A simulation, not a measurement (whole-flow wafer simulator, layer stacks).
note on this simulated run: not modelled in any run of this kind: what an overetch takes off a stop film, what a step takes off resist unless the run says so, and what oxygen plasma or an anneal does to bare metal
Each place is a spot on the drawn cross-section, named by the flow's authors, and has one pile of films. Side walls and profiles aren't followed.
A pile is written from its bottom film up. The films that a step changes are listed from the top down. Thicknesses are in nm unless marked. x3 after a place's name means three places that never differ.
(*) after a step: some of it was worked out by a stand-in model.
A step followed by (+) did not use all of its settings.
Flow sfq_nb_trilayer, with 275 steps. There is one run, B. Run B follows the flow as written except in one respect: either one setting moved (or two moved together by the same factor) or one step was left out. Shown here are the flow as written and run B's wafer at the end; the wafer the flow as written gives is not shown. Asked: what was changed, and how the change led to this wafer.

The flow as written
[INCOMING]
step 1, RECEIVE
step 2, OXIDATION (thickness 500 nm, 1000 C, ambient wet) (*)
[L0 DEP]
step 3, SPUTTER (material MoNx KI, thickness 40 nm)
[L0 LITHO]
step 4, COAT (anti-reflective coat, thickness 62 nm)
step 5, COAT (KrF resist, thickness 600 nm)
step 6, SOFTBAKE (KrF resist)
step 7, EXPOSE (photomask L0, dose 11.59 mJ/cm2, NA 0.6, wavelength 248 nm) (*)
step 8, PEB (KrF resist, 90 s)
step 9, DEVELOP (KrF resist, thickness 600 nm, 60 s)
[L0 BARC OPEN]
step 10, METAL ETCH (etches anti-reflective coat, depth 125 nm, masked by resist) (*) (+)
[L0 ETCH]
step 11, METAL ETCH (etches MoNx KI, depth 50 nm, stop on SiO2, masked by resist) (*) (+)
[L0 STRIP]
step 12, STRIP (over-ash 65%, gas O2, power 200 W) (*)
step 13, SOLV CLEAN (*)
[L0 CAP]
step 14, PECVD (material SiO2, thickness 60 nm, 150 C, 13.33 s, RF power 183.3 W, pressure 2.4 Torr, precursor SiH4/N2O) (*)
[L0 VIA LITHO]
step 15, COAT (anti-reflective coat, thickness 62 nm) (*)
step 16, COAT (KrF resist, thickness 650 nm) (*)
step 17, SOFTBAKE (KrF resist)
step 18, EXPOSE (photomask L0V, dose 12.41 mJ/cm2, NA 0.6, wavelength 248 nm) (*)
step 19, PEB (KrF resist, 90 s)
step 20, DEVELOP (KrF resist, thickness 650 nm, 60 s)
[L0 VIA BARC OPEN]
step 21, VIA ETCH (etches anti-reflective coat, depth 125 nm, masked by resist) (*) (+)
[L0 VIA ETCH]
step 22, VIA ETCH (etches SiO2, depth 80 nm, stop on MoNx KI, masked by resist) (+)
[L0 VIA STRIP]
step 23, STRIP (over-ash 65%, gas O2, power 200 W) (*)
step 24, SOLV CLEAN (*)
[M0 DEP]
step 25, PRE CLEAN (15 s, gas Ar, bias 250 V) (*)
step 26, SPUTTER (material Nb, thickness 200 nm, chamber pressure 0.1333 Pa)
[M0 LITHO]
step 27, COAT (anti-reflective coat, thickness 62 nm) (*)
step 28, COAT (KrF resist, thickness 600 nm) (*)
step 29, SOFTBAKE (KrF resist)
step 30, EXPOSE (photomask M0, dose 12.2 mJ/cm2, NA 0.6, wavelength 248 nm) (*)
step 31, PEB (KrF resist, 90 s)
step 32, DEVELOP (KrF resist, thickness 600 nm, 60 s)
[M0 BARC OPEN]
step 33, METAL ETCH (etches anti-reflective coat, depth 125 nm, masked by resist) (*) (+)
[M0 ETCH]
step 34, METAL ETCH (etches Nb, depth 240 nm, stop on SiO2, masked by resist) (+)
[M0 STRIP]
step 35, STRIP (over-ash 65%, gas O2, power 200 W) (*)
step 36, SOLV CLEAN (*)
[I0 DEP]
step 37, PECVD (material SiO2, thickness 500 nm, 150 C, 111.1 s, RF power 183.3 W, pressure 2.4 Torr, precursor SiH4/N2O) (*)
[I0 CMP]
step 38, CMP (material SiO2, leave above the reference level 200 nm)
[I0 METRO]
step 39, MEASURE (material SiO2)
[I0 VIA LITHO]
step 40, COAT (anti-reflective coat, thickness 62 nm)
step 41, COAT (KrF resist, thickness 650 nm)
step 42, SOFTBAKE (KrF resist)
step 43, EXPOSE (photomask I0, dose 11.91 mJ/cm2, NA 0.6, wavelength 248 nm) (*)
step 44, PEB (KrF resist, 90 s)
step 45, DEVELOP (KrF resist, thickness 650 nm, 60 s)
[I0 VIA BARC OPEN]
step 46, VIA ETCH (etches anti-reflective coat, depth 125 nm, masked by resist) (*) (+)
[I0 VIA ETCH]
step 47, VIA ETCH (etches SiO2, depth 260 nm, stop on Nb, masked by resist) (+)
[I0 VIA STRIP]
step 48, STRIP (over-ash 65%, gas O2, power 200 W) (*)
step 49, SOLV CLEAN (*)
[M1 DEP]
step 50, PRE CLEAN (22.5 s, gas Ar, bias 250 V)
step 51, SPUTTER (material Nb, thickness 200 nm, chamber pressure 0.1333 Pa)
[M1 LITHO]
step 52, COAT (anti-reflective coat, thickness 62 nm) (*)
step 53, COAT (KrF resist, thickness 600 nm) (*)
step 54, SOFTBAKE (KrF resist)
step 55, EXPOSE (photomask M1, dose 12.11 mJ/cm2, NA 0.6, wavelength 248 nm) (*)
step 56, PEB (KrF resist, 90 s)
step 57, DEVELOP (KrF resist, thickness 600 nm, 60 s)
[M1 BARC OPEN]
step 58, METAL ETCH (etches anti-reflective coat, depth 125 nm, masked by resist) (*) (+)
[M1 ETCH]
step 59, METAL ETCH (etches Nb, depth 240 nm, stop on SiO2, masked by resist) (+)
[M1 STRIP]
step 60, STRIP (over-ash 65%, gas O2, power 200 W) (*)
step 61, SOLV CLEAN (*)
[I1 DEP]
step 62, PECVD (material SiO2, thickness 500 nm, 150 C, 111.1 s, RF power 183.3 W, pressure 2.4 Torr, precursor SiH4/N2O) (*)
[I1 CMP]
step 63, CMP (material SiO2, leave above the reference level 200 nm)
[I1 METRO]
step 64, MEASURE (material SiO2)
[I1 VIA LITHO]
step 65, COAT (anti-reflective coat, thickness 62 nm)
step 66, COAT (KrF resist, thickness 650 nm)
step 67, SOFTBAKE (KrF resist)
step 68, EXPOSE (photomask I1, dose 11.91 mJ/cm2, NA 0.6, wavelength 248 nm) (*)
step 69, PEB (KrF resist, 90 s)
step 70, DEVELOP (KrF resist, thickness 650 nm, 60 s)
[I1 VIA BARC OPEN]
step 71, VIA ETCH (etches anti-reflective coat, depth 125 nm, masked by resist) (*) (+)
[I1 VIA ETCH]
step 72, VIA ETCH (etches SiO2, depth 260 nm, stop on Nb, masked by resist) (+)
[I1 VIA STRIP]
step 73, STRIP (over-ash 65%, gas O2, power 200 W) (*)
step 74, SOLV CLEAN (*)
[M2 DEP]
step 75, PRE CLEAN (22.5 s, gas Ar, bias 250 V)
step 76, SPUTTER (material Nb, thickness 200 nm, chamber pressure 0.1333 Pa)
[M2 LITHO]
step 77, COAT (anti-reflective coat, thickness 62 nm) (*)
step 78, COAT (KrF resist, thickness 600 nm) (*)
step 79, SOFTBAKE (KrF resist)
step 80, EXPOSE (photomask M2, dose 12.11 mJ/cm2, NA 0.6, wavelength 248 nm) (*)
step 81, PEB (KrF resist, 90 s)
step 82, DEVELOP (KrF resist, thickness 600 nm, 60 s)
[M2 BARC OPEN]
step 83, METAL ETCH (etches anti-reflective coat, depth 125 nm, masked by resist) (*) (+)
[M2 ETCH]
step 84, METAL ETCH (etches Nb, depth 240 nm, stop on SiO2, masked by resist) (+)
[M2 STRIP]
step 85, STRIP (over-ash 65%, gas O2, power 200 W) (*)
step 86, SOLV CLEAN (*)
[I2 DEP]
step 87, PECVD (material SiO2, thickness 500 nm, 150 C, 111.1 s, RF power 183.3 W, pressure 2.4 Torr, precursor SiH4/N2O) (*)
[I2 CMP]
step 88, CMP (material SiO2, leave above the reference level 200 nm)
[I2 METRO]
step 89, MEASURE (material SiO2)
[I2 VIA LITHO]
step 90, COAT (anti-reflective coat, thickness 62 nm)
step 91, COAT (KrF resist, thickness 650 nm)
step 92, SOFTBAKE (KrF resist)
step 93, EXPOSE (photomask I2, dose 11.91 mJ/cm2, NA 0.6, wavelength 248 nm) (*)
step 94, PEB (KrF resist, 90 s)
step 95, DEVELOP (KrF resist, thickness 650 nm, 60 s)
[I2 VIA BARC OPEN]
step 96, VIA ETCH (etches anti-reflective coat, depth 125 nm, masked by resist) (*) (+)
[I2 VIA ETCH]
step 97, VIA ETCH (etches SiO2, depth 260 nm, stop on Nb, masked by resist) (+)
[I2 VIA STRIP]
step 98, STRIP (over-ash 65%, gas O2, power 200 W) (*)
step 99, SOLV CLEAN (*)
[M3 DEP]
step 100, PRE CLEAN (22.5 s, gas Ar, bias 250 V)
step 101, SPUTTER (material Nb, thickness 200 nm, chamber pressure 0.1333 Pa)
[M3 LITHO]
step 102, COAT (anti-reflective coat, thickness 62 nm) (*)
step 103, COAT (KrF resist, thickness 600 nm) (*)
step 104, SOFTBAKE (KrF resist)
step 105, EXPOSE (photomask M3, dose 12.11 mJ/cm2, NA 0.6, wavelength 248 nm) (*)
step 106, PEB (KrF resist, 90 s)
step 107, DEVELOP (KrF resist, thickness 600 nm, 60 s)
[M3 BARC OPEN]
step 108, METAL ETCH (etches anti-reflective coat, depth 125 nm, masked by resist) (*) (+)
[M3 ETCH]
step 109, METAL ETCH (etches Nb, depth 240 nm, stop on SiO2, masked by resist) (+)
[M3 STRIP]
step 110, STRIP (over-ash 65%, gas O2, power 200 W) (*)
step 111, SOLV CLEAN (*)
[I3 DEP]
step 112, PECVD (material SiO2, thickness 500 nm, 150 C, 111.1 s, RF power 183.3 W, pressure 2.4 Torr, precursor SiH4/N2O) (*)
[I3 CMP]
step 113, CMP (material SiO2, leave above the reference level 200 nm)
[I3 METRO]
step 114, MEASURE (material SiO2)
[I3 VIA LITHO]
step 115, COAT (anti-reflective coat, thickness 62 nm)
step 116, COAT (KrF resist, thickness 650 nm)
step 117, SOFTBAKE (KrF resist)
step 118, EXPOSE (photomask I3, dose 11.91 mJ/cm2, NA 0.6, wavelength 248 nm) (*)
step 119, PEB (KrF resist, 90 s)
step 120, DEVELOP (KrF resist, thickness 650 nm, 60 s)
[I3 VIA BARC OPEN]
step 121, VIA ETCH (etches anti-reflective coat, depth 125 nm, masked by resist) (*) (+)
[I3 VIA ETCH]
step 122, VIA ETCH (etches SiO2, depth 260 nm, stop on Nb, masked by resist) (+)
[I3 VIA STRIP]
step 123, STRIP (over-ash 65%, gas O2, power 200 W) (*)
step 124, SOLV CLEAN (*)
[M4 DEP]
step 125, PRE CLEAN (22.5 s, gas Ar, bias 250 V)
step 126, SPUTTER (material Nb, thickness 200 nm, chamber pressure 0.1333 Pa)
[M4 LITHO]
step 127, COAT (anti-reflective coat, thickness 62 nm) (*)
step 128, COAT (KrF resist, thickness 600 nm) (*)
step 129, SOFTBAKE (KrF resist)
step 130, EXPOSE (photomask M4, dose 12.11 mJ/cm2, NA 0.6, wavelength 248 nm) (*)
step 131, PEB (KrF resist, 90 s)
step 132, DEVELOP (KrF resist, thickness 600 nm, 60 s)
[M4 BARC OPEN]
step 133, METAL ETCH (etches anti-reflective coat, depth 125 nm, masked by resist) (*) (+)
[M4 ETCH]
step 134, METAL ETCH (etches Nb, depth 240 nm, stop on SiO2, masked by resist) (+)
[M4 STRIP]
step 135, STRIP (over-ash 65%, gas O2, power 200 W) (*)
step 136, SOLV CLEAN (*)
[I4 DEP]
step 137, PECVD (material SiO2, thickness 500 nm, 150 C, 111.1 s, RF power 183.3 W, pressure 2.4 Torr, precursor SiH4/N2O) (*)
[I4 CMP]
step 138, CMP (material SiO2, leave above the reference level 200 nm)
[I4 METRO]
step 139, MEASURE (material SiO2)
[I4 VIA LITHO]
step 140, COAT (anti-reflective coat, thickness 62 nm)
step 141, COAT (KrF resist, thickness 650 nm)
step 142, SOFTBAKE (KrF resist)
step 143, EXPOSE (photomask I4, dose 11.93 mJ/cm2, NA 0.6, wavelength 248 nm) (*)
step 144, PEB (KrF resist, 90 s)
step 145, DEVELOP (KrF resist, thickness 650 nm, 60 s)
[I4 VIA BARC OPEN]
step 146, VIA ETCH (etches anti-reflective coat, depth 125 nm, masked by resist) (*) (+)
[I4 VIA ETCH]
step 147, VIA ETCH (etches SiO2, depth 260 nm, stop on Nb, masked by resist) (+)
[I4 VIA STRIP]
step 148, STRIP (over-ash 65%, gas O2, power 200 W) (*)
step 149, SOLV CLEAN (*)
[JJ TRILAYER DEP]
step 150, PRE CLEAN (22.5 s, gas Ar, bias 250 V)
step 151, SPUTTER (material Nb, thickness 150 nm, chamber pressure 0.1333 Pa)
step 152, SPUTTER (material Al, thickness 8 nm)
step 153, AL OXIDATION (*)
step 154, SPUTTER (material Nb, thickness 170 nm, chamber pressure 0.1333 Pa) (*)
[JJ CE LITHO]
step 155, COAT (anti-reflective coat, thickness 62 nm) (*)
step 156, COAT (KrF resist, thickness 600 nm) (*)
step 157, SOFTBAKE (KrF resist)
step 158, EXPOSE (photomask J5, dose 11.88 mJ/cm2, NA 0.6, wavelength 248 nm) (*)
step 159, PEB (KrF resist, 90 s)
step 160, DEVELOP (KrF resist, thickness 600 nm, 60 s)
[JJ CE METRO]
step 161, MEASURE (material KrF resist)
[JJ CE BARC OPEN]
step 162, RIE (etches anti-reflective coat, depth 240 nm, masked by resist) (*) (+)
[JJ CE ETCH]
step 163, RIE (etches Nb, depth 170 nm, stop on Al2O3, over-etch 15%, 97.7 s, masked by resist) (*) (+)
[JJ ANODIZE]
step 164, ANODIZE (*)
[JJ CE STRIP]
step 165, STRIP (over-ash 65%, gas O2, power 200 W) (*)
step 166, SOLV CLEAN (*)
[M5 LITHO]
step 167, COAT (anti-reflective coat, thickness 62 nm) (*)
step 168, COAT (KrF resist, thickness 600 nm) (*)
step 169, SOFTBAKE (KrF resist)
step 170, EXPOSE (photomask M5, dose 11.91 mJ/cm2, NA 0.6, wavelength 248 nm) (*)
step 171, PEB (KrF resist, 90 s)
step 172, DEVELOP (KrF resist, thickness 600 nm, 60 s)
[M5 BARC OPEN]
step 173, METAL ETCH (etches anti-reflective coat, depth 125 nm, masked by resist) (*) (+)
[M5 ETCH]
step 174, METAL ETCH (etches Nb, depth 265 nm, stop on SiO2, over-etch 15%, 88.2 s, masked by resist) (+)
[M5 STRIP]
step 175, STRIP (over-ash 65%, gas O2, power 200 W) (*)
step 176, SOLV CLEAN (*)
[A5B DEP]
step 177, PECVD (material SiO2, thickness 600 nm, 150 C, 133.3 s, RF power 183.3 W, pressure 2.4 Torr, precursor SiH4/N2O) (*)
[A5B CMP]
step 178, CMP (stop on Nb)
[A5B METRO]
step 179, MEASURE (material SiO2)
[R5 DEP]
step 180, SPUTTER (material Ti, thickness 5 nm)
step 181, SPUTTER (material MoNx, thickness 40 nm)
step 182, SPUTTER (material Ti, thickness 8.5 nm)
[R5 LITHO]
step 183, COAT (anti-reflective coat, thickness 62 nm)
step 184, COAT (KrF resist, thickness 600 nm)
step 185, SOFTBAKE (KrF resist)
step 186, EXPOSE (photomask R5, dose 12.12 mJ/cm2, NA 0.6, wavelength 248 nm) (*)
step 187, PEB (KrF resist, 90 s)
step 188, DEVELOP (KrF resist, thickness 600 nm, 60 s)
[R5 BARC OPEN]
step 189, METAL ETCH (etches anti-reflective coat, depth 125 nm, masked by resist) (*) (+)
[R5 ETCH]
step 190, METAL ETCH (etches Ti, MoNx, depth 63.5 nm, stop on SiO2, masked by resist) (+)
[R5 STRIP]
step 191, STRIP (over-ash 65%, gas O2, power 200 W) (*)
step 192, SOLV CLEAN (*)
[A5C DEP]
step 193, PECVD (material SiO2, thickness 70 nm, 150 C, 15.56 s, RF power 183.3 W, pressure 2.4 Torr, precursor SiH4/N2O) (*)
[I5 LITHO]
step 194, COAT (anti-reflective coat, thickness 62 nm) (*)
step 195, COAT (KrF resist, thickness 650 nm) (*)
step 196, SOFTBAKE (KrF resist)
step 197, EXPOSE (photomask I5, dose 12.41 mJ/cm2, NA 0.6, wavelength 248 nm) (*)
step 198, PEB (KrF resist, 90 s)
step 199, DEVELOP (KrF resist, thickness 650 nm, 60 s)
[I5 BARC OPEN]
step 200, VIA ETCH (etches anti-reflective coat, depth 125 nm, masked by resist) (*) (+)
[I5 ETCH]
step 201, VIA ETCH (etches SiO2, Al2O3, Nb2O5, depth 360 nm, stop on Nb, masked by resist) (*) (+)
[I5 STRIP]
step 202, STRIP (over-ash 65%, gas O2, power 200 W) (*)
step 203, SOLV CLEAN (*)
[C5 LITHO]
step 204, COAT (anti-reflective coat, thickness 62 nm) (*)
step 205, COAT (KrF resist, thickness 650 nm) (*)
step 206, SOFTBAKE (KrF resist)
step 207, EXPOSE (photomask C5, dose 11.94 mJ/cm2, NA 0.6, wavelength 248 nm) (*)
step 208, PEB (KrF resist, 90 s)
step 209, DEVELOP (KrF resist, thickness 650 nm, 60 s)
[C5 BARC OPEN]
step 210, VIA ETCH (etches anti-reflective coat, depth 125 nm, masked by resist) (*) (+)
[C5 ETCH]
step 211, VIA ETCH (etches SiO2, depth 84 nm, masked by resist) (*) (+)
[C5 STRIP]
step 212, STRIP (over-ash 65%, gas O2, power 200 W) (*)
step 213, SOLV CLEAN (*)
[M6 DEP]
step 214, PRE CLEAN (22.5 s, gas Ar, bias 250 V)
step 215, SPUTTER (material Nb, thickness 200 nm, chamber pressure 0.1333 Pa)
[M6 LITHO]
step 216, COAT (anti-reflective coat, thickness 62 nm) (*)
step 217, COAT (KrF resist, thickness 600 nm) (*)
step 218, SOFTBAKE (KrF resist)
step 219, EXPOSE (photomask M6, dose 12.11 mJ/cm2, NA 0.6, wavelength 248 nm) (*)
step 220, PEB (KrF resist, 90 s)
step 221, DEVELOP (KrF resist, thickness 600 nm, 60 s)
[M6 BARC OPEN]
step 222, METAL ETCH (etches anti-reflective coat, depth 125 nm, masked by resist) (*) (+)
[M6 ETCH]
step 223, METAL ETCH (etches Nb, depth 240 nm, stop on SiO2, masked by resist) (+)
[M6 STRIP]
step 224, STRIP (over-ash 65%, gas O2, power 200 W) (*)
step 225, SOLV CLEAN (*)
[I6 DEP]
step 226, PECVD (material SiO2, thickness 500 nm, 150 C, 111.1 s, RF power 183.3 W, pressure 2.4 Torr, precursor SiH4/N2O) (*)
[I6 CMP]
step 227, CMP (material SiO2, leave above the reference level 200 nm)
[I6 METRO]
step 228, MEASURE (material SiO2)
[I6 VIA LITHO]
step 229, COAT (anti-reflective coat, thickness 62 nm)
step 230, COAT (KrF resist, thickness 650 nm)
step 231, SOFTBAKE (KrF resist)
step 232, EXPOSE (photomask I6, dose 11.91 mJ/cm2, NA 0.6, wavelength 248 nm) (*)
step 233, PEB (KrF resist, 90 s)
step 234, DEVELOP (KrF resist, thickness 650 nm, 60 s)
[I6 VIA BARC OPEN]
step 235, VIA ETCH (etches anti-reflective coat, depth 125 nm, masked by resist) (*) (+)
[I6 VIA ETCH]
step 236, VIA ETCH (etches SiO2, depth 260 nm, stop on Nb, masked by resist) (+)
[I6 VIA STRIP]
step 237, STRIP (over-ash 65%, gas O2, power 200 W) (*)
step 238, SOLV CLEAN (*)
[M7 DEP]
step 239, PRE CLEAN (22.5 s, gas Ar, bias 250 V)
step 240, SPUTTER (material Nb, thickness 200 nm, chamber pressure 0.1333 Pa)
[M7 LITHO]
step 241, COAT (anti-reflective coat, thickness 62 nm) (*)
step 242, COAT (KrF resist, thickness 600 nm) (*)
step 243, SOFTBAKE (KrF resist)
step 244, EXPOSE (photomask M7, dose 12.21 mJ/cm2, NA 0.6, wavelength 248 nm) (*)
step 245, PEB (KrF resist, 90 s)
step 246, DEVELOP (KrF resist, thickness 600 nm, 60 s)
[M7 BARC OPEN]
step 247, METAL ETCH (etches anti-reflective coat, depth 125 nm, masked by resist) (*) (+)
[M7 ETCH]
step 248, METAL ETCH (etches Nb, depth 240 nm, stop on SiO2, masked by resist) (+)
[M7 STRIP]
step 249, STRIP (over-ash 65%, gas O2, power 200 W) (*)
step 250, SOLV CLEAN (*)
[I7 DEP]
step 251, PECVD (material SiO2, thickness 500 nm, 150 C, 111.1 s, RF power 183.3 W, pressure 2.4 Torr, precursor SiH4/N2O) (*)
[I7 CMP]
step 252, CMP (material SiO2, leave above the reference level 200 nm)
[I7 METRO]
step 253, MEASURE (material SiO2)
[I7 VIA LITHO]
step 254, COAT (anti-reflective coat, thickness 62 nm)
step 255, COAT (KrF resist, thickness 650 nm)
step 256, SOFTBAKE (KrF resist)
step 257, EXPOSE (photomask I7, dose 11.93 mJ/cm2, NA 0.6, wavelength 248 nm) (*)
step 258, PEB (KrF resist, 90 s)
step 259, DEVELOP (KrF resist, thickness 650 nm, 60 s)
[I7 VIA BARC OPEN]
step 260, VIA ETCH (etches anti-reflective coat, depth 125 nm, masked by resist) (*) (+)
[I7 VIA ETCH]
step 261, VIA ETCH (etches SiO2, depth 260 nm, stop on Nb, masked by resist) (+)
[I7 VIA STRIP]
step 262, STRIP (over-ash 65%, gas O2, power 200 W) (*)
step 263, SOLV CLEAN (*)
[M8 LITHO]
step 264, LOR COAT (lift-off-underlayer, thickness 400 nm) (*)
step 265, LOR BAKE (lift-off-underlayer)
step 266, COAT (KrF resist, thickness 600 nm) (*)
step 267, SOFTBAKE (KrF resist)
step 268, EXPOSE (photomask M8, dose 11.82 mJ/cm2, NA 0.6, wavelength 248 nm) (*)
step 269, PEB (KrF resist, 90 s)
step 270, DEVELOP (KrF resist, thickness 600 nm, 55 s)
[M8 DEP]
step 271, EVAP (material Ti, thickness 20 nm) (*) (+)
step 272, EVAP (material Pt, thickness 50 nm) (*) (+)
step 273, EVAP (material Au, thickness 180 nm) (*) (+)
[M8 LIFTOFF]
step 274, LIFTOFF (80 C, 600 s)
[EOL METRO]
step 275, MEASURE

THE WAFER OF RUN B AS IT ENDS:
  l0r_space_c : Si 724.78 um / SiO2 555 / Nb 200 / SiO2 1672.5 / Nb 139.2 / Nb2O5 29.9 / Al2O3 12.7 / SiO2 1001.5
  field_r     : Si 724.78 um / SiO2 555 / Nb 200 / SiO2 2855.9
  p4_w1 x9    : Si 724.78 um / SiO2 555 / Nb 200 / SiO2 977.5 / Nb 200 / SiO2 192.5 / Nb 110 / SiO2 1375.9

The reason: step 126, SPUTTER: thickness 110 nm was run, whereas the flow has thickness 200 nm.
The wafer itself shows it: p4_w1 x9 has Nb 110, and step 126 as written asks for 200 nm.

The path from the change to this, step by step:
  step 126, SPUTTER (material Nb, thickness 200 nm, chamber pressure 0.1333 Pa)
      field_l, v_sur, via_wl and 102 more: Nb gains 110 (new film) (it would be, as written: Nb gains 200 (new film))
      via_v: Nb gains 90.7 (it would be, as written: Nb gains 165.5)
  step 127, COAT (anti-reflective coat, thickness 62 nm) (*)
      via_v: anti-reflective coat gains 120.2 (new film) (it would be, as written: anti-reflective coat gains 124.8 (new film))
  step 134, METAL ETCH (etches Nb, depth 240 nm, stop on SiO2, masked by resist) (+)
      field_l, be, be_sur and 64 more: Nb loses 110 (all of it) (it would be, as written: Nb loses 200 (all of it))
      v_sur, via_wl, via_w and 36 more: KrF resist loses 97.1 (it would be, as written: KrF resist loses 141.2)
  step 135, STRIP (over-ash 65%, gas O2, power 200 W) (*)
      p4_fl x3, p4_w1 x9, p4_g1 x2 and 15 more: KrF resist loses 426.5 (all of it), anti-reflective coat loses 62 (all of it) (it would be, as written: KrF resist loses 382.4 (all of it), anti-reflective coat loses 62 (all of it))
      lsp_m, ln_m6: KrF resist loses 426.1 (all of it), anti-reflective coat loses 61.8 (all of it) (it would be, as written: KrF resist loses 381.9 (all of it), anti-reflective coat loses 61.8 (all of it))
      (also at 8 further places)
  step 137, PECVD (material SiO2, thickness 500 nm, 150 C, 111.1 s, RF power 183.3 W, pressure 2.4 Torr, precursor SiH4/N2O) (*)
      p3_s0 x6: SiO2 gains 500 (it would be, as written: SiO2 gains 557.1)
      via_v: SiO2 gains 590 (new film) (it would be, as written: SiO2 gains 615 (new film))
  step 138, CMP (material SiO2, leave above the reference level 200 nm)
      field_l, be, be_sur and 55 more: SiO2 loses 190 (it would be, as written: SiO2 loses 100)
      p3_s0 x6: SiO2 loses 190 (it would be, as written: SiO2 loses 157.1)
      (also at 4 further places)
